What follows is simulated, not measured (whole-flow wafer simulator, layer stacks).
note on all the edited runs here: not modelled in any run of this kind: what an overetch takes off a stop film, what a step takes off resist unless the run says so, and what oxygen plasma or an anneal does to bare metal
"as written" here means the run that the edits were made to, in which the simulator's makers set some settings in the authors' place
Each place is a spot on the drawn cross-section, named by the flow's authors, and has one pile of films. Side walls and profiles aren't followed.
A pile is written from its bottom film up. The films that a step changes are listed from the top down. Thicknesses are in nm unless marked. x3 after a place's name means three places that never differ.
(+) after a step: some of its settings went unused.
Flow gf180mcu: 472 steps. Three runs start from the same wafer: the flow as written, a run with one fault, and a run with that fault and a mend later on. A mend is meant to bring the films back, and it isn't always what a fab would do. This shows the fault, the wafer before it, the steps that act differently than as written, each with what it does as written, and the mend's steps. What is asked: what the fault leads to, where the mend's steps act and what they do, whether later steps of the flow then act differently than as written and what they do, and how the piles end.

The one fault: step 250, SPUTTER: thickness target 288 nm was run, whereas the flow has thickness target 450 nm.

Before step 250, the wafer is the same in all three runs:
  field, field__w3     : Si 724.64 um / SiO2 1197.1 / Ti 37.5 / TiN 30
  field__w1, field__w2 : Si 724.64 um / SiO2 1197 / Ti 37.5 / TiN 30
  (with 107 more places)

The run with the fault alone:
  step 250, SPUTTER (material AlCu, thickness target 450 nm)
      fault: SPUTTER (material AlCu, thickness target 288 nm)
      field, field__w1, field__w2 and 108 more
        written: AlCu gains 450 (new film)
        fault: AlCu gains 288 (new film)
  Steps further on in the flow that do not act as written (1 more step, not shown, differs only slightly: by at most 2% or 0.5 nm, whichever is larger):
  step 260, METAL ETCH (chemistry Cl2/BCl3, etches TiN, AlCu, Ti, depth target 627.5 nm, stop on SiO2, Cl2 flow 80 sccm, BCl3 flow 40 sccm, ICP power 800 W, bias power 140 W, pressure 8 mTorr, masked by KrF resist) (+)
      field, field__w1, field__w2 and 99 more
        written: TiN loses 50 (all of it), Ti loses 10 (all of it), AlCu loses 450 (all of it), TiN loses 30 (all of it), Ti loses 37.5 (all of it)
        fault: TiN loses 50 (all of it), Ti loses 10 (all of it), AlCu loses 288 (all of it), TiN loses 30 (all of it), Ti loses 37.5 (all of it)
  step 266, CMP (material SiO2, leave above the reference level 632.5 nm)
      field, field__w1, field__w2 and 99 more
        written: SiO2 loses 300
        fault: SiO2 loses 462
  At field__w4, field__w8, active and 60 more, the piles at the end differ from the flow's by more than 2% or 0.5 nm, whichever is larger.
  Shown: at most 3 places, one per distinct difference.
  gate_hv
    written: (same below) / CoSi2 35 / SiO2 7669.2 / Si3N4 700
    fault: (same below) / CoSi2 35 / SiO2 7507.2 / Si3N4 700
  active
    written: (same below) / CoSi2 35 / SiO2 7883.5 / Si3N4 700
    fault: (same below) / CoSi2 35 / SiO2 7721.5 / Si3N4 700
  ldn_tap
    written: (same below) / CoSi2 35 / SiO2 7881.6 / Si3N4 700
    fault: (same below) / CoSi2 35 / SiO2 7719.6 / Si3N4 700

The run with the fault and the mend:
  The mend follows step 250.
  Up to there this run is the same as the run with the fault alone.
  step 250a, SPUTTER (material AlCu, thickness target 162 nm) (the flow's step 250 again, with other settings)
      field, field__w1, field__w2 and 108 more
        AlCu gains 162
  Later steps of the flow that are run all act as written at every place that is followed.
  At every place that both follow, the piles at the end match the flow's.
